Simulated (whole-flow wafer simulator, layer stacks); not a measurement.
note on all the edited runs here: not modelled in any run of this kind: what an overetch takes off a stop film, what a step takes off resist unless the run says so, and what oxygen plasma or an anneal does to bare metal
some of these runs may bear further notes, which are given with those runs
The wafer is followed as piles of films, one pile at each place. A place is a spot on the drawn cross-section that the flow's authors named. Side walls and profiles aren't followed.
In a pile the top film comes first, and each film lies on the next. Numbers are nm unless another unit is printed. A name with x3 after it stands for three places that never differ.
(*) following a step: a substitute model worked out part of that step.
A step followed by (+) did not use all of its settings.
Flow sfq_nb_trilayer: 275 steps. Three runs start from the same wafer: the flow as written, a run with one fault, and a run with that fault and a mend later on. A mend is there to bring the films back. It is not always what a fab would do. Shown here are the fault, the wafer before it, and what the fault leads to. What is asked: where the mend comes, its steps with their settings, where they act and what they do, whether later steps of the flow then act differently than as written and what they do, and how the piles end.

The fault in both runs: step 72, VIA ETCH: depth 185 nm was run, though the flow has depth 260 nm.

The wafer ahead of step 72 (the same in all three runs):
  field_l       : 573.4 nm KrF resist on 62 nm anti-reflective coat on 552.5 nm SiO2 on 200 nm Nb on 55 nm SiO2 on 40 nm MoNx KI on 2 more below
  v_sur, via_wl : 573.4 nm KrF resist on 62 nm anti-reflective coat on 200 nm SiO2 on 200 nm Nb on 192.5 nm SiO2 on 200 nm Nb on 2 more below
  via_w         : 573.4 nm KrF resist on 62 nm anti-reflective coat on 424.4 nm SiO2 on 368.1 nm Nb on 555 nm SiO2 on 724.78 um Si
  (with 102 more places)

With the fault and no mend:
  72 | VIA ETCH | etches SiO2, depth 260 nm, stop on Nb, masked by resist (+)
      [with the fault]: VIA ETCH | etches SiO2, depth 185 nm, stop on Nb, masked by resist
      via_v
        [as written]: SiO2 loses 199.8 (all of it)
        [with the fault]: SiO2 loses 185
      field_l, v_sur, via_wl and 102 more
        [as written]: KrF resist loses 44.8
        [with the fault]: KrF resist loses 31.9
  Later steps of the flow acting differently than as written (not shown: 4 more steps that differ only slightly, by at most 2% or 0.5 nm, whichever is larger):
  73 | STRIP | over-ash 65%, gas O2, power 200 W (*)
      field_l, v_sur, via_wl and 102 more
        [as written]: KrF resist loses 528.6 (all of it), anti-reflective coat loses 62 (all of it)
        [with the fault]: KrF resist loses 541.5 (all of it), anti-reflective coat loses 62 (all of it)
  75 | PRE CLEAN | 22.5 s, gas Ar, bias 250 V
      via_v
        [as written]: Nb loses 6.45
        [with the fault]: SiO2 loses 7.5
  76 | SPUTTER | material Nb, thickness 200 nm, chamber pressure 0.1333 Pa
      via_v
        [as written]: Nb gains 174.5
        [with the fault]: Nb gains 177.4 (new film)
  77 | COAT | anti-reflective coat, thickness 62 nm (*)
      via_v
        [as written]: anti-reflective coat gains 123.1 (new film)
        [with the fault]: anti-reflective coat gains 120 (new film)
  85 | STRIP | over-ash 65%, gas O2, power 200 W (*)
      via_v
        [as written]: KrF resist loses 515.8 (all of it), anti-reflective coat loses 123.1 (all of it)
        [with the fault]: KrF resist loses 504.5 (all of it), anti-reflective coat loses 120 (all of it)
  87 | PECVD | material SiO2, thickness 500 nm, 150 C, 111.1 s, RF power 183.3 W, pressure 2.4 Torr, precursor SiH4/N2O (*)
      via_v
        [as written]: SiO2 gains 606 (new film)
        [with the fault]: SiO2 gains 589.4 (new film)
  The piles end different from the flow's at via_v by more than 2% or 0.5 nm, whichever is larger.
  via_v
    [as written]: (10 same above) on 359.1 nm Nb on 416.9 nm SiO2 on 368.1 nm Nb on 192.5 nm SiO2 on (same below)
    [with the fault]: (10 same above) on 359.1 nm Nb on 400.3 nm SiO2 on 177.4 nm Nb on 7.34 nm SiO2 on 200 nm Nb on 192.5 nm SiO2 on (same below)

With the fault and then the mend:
  The mend stands after step 73.
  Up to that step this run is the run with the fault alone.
  73a | COAT | anti-reflective coat, thickness 62 nm (*) (the flow's step 65 again)
      p4_fl x3, p4_w1 x9, p4_g1 x2 and 63 more
        anti-reflective coat gains 62 (new film)
      r_end, moat, field_r and 7 more
        anti-reflective coat gains 61.8 (new film)
      sp_r, be_r, r_sur, res
        anti-reflective coat gains 61.7 (new film)
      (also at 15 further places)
  73b | COAT | KrF resist, thickness 650 nm (*) (the flow's step 66 again)
      p4_fl x3, p4_w1 x9, p4_g1 x2 and 63 more
        KrF resist gains 650 (new film)
      field_r, lsp_l, ln_m5, lsp_m, ln_m6, lsp_r, l0_sur, l0v
        KrF resist gains 649.6 (new film)
      r_sur, res
        KrF resist gains 649.4 (new film)
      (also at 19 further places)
  73c | SOFTBAKE | KrF resist (the flow's step 67 again)
      alters no film at any place that is followed
  73d | EXPOSE | photomask I1, dose 11.91 mJ/cm2, NA 0.6, wavelength 248 nm (*) (the flow's step 68 again)
      alters no film at any place that is followed
  73e | PEB | KrF resist, 90 s (the flow's step 69 again)
      ce_r, sp_r, be_r and 89 more
        KrF resist loses 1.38
      field_l, v_sur, via_wl and 8 more
        KrF resist loses 1.37
      via_wr, be
        KrF resist loses 1.36
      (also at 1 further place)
  73f | DEVELOP | KrF resist, thickness 650 nm, 60 s (the flow's step 70 again)
      field_l, v_sur, via_wl and 102 more
        KrF resist loses 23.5
      via_v
        KrF resist loses 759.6 (all of it)
  73g | VIA ETCH | etches anti-reflective coat, depth 125 nm, masked by resist (+) (the flow's step 71 again)
      field_l, v_sur, via_wl and 102 more
        KrF resist loses 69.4
      via_v
        anti-reflective coat loses 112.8 (all of it)
  73h | VIA ETCH | etches SiO2, depth 75 nm, stop on Nb, masked by resist (+) (the flow's step 72 again, with other settings)
      field_l, v_sur, via_wl and 102 more
        KrF resist loses 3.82
      via_v
        SiO2 loses 14.8 (all of it)
  73i | STRIP | over-ash 65%, gas O2, power 200 W (*) (the flow's step 73 again)
      p4_fl x3, p4_w1 x9, p4_g1 x2 and 63 more
        KrF resist loses 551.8 (all of it), anti-reflective coat loses 62 (all of it)
      moat, field_r, lsp_l, ln_m5, l0v
        KrF resist loses 551.4 (all of it), anti-reflective coat loses 61.8 (all of it)
      lsp_m, ln_m6, lsp_r, l0_sur
        KrF resist loses 551.5 (all of it), anti-reflective coat loses 61.8 (all of it)
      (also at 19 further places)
  Later steps of the flow that are run all act as written at every place that is followed, up to a difference of at most 2% or 0.5 nm, whichever is larger.
  At the end the piles are close to the flow's at the places that both follow, differing by at most 2% or 0.5 nm, whichever is larger.
